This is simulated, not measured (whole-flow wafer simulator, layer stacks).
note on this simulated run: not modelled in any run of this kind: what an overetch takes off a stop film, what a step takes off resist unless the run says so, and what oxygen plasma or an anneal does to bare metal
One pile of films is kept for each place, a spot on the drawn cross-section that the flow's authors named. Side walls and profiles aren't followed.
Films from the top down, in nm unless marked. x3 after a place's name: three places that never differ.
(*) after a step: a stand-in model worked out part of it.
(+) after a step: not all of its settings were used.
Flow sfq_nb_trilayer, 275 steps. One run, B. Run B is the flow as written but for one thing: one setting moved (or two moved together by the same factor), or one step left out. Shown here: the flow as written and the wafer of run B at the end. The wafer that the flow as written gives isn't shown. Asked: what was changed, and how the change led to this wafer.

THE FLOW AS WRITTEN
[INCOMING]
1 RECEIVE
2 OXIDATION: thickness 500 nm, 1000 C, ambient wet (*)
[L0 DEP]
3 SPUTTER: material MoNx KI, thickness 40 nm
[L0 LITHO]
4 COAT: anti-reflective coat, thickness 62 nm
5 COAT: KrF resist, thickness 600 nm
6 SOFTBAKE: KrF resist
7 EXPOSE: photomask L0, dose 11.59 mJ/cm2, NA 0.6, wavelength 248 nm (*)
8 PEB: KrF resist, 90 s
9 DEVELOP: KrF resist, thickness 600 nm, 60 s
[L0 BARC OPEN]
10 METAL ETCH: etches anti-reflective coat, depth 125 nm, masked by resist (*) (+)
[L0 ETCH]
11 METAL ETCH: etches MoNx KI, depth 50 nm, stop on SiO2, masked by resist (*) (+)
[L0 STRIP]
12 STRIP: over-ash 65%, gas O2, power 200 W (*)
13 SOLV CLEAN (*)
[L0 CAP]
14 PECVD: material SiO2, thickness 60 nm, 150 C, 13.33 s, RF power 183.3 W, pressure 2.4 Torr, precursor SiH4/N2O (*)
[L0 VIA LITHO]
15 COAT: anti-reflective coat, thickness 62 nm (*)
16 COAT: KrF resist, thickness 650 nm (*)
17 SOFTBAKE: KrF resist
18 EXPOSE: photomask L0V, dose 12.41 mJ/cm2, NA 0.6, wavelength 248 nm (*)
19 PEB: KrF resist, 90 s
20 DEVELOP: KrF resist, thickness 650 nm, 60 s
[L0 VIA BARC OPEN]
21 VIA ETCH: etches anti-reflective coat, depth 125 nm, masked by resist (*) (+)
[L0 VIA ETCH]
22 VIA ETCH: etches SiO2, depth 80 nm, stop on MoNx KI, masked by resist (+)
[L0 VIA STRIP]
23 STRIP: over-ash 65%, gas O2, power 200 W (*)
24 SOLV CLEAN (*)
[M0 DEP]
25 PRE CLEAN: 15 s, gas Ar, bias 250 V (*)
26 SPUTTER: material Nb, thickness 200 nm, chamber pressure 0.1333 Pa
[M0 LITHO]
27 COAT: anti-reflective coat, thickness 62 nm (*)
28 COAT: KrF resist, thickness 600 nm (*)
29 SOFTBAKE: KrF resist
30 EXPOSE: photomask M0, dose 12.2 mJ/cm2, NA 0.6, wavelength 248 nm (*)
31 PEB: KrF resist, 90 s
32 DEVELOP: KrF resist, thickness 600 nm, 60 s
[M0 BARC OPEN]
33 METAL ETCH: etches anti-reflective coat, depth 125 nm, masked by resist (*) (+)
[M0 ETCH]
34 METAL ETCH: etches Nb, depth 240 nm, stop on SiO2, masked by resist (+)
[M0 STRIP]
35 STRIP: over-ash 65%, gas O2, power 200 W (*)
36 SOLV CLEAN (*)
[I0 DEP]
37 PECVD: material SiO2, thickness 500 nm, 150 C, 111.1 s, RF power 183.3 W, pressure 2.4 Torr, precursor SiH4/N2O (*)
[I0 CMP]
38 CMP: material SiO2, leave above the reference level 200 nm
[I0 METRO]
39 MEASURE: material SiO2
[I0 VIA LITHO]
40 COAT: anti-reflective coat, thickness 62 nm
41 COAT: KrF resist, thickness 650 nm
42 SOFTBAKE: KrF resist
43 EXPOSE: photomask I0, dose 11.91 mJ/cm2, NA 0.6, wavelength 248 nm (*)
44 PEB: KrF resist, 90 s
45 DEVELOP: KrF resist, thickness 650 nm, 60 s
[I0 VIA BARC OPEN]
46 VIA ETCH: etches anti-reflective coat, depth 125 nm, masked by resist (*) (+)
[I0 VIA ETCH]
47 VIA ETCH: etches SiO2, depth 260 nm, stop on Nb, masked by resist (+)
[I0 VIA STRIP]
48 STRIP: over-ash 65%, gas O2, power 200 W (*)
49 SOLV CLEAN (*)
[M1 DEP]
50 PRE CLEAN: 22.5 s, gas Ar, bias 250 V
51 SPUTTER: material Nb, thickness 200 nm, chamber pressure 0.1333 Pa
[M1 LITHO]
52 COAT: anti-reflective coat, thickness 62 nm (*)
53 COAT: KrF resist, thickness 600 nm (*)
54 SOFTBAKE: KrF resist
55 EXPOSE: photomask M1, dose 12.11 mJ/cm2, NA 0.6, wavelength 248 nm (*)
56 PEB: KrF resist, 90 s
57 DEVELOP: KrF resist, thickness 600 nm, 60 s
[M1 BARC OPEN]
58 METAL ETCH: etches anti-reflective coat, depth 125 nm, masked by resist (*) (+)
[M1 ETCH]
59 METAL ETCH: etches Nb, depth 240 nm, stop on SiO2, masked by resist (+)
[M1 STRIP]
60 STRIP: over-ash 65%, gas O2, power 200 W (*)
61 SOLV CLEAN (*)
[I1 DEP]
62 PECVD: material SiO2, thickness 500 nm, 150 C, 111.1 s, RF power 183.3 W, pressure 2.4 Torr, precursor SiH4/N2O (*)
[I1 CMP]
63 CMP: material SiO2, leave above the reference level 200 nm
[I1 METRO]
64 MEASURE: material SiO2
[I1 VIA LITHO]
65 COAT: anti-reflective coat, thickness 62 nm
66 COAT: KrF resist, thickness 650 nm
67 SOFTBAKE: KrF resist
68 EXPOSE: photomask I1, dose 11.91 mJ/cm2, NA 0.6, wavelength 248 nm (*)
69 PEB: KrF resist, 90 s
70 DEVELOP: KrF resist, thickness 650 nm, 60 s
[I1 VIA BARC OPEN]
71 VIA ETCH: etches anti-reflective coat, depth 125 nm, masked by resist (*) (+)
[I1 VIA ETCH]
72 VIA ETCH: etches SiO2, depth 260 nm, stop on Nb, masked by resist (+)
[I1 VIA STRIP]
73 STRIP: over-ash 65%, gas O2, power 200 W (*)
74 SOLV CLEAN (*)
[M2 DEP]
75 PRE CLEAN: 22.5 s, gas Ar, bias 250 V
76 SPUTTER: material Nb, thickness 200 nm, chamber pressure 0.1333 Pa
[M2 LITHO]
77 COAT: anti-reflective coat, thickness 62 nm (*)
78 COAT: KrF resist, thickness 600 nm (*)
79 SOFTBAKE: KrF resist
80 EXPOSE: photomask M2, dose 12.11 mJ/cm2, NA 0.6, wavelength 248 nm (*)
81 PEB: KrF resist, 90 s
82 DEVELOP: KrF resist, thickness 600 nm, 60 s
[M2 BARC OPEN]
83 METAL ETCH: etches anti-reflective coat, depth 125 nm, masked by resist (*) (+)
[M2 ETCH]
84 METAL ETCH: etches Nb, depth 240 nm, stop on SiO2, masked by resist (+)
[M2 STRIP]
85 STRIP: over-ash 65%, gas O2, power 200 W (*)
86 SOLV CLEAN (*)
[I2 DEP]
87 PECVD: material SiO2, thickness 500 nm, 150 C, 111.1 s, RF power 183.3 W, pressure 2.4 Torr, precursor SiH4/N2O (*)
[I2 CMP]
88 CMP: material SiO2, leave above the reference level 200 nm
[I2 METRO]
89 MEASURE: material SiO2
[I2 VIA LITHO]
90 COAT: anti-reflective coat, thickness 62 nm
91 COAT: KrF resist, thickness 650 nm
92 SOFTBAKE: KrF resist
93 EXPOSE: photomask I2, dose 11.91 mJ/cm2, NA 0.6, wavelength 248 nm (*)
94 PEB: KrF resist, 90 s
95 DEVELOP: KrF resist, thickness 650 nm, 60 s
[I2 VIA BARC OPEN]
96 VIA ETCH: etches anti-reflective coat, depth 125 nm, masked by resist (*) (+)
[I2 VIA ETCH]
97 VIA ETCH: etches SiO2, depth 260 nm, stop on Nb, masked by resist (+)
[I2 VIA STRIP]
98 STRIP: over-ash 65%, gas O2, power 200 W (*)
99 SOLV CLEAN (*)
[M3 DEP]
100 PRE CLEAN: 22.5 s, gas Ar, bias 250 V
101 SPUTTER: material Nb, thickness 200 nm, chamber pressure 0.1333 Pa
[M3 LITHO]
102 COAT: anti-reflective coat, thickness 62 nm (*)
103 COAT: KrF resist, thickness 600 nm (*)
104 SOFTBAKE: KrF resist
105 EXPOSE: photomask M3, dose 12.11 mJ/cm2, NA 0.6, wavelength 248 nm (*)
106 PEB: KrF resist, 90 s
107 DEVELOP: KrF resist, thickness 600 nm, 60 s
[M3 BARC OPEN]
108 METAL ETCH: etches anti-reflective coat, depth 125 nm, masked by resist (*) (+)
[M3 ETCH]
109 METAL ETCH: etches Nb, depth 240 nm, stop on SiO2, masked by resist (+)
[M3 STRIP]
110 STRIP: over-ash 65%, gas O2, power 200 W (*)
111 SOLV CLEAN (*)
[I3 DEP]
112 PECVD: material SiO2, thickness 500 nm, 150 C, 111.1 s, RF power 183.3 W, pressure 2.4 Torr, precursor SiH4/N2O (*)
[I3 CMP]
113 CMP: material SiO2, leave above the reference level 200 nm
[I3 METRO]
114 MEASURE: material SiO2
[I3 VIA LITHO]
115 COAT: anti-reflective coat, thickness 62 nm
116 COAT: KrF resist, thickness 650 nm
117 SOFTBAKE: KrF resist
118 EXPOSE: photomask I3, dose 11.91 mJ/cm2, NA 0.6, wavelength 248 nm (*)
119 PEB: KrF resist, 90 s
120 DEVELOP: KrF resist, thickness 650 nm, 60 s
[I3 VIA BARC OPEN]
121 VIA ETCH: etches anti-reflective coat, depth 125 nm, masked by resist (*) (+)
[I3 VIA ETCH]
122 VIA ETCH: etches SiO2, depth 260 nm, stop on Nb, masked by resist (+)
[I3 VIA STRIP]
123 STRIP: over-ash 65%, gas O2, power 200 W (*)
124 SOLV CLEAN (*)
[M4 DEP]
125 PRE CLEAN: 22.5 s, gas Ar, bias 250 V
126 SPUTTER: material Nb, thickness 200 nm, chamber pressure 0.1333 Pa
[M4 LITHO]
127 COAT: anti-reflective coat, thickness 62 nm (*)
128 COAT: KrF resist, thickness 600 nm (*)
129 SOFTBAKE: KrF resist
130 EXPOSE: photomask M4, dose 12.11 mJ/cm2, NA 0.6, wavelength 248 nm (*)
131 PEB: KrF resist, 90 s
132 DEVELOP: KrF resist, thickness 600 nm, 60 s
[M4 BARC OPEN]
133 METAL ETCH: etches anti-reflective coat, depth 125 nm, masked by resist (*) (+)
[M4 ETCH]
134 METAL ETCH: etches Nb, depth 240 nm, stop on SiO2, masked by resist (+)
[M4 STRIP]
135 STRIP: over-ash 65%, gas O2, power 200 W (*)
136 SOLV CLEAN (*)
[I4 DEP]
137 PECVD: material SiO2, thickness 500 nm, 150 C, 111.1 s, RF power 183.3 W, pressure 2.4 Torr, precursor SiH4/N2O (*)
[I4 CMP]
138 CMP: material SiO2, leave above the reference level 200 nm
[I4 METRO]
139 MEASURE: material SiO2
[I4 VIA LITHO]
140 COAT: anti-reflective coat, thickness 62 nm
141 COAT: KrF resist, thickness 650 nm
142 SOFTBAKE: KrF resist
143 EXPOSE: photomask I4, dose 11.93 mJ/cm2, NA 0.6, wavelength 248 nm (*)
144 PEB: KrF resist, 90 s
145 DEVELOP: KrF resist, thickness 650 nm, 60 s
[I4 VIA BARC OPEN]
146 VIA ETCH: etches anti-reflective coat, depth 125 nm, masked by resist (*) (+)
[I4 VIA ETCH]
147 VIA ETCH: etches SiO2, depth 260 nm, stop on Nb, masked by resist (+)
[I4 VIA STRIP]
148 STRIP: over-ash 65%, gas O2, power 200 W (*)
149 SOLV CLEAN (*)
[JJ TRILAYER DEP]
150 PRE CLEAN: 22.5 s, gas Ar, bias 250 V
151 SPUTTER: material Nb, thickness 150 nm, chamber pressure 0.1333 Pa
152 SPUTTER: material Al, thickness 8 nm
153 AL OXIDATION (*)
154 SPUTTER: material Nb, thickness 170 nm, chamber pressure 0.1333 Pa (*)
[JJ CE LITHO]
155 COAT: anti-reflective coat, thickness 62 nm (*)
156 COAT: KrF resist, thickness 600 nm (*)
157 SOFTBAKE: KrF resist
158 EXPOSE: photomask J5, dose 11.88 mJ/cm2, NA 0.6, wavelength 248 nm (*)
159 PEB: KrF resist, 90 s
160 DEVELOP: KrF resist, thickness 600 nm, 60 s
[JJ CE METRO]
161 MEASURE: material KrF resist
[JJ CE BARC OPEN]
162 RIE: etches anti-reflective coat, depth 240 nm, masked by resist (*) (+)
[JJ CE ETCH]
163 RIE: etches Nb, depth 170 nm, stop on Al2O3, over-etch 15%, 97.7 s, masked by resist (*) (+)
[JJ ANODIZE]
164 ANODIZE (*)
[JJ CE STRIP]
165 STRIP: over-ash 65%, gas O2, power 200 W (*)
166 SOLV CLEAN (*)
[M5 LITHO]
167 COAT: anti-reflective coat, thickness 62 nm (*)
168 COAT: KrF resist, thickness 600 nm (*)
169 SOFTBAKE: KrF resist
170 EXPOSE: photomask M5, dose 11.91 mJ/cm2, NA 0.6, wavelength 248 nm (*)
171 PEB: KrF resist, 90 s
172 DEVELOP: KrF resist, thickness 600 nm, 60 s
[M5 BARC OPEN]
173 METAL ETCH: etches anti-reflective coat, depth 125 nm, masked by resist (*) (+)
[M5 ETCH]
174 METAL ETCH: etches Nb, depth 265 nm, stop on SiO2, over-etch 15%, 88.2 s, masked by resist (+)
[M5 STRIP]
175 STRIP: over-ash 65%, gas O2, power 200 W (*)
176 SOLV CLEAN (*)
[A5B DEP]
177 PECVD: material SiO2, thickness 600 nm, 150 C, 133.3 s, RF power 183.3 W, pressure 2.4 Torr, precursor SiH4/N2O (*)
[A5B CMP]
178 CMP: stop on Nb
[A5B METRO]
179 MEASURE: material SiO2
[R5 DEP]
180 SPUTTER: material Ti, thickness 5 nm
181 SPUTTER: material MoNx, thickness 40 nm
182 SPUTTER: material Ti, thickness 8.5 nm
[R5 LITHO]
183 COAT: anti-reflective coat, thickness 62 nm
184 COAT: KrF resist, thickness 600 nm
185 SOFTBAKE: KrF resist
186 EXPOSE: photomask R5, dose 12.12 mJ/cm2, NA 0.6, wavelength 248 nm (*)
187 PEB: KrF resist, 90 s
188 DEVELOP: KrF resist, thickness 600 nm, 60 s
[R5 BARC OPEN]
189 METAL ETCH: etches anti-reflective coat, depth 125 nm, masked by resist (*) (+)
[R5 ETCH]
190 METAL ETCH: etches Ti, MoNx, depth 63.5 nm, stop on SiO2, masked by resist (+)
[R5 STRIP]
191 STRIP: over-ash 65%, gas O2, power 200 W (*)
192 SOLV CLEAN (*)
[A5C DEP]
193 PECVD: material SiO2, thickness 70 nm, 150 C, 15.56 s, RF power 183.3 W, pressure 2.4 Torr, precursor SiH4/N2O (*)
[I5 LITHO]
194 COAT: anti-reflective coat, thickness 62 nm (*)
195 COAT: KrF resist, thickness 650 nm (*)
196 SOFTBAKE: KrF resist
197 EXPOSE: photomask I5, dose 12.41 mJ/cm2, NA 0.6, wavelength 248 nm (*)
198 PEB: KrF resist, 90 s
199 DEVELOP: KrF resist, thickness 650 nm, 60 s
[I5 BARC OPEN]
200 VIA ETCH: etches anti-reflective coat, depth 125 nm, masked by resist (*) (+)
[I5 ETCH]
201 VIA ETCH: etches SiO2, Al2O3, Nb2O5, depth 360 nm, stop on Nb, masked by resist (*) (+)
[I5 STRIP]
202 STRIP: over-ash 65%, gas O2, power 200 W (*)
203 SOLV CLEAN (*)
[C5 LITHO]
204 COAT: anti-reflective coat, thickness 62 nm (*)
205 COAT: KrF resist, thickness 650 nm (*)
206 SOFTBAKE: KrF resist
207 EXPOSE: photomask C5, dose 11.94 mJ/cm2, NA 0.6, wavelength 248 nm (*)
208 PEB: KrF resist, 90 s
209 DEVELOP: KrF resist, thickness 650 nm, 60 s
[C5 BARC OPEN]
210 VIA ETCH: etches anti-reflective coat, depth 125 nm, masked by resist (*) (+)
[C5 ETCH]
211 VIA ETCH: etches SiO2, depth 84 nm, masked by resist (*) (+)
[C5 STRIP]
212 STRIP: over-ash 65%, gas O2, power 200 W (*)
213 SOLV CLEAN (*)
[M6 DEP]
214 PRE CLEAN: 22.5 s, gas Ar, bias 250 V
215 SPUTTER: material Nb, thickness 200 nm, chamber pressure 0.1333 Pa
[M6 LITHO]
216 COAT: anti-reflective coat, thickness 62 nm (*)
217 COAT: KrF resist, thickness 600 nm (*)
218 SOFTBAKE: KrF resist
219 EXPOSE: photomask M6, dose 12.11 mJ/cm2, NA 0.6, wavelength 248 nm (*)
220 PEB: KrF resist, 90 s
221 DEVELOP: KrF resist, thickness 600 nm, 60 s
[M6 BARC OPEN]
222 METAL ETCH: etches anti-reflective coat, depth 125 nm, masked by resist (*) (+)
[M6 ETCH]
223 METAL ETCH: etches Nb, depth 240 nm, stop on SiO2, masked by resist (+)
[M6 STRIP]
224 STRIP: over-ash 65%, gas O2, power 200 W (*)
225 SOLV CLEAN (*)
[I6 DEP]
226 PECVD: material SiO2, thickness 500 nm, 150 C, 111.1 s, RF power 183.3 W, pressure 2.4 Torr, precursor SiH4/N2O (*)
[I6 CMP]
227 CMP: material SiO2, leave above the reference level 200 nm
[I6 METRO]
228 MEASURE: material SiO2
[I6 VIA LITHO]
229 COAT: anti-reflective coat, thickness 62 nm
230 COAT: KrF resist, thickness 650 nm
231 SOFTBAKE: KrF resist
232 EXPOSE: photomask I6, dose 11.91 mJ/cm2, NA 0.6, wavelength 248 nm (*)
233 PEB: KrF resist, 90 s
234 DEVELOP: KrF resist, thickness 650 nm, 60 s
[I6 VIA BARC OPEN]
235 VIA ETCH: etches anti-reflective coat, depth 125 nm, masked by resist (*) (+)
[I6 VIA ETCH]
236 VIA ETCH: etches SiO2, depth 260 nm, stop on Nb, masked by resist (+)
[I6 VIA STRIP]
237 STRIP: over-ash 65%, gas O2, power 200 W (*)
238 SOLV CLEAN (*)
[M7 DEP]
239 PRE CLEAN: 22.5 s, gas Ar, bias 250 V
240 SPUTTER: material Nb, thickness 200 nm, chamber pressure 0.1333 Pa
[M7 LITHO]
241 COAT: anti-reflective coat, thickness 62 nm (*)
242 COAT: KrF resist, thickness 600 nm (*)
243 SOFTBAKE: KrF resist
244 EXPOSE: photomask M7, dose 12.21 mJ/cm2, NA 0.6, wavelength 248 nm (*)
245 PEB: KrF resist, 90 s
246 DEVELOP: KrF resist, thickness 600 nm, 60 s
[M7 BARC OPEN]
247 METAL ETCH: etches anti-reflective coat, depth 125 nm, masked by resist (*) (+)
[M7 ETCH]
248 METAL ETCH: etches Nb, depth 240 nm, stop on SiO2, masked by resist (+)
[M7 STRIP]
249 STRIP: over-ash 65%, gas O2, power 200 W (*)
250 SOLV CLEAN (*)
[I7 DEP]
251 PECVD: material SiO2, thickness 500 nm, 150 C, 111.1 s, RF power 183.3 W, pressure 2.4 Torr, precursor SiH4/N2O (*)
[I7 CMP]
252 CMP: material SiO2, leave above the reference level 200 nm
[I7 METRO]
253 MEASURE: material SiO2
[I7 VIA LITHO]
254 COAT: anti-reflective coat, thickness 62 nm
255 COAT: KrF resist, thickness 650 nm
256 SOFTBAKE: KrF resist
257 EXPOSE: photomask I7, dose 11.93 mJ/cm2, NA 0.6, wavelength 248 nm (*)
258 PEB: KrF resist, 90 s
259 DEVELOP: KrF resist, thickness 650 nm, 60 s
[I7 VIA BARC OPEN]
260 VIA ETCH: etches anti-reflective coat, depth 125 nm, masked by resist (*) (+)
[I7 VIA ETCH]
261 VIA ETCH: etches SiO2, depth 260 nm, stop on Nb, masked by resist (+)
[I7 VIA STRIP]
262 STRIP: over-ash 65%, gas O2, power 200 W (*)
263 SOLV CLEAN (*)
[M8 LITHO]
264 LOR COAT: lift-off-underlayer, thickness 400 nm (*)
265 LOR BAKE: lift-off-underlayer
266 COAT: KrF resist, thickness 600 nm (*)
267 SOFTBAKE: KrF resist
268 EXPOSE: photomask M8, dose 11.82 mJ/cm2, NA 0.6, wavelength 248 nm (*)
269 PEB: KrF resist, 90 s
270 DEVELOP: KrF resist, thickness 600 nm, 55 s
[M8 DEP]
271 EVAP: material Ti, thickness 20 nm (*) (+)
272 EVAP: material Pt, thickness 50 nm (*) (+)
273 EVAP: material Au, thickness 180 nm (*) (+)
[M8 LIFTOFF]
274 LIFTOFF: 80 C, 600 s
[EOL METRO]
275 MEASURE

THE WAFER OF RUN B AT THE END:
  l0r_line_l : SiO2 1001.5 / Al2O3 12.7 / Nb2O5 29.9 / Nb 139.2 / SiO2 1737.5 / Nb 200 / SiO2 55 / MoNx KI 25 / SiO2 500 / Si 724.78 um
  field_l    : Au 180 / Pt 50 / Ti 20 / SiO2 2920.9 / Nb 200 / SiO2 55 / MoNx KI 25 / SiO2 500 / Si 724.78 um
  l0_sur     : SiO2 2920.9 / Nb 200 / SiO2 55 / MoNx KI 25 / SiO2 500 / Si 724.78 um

The cause: step 3, SPUTTER: thickness 25 nm was run, where the flow has thickness 40 nm.
It can be read off the wafer: l0r_line_l has MoNx KI 25, and step 3 as written asks for 40 nm.

How the change led to this, step by step:
  3 SPUTTER: material MoNx KI, thickness 40 nm
      field_l, v_sur, via_wl and 103 more: MoNx KI +25 (new film) (as written it would be: MoNx KI +40 (new film))
  11 METAL ETCH: etches MoNx KI, depth 50 nm, stop on SiO2, masked by resist (*) (+)
      v_sur, via_wl, via_w and 97 more: MoNx KI -25 (all of it) (as written it would be: MoNx KI -40 (all of it))
      field_l, l0_sur, l0v, l0r_line_l, l0r_line_c, l0r_line_r: KrF resist -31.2 (as written it would be: KrF resist -41.7)
  12 STRIP: over-ash 65%, gas O2, power 200 W (*)
      field_l, l0_sur, l0v, l0r_line_l, l0r_line_c, l0r_line_r: KrF resist -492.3 (all of it), anti-reflective coat -62 (all of it) (as written it would be: KrF resist -481.9 (all of it), anti-reflective coat -62 (all of it))
  15 COAT: anti-reflective coat, thickness 62 nm (*)
      field_l: anti-reflective coat +58.5 (new film) (as written it would be: anti-reflective coat +56.7 (new film))
      v_sur: anti-reflective coat +68.5 (new film) (as written it would be: anti-reflective coat +72.2 (new film))
      (and at 3 more places)
  23 STRIP: over-ash 65%, gas O2, power 200 W (*)
      field_l: KrF resist -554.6 (all of it), anti-reflective coat -58.5 (all of it) (as written it would be: KrF resist -551.4 (all of it), anti-reflective coat -56.7 (all of it))
      v_sur: KrF resist -566.2 (all of it), anti-reflective coat -68.5 (all of it) (as written it would be: KrF resist -570.5 (all of it), anti-reflective coat -72.2 (all of it))
      (and at 3 more places)
  27 COAT: anti-reflective coat, thickness 62 nm (*)
      field_l: anti-reflective coat +58.6 (new film) (as written it would be: anti-reflective coat +56.9 (new film))
      v_sur: anti-reflective coat +68.4 (new film) (as written it would be: anti-reflective coat +72.3 (new film))
      (and at 3 more places)
  35 STRIP: over-ash 65%, gas O2, power 200 W (*)
      field_l: KrF resist -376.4 (all of it), anti-reflective coat -58.6 (all of it) (as written it would be: KrF resist -372.9 (all of it), anti-reflective coat -56.9 (all of it))
      v_sur: KrF resist -388.1 (all of it), anti-reflective coat -68.4 (all of it) (as written it would be: KrF resist -391.6 (all of it), anti-reflective coat -72.3 (all of it))
      (and at 3 more places)
  38 CMP: material SiO2, leave above the reference level 200 nm
      field_l, l0_sur, l0r_line_l, l0r_line_c, l0r_line_r: SiO2 -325 (as written it would be: SiO2 -340)
      l0v: SiO2 -262.8 (as written it would be: SiO2 -277.8)
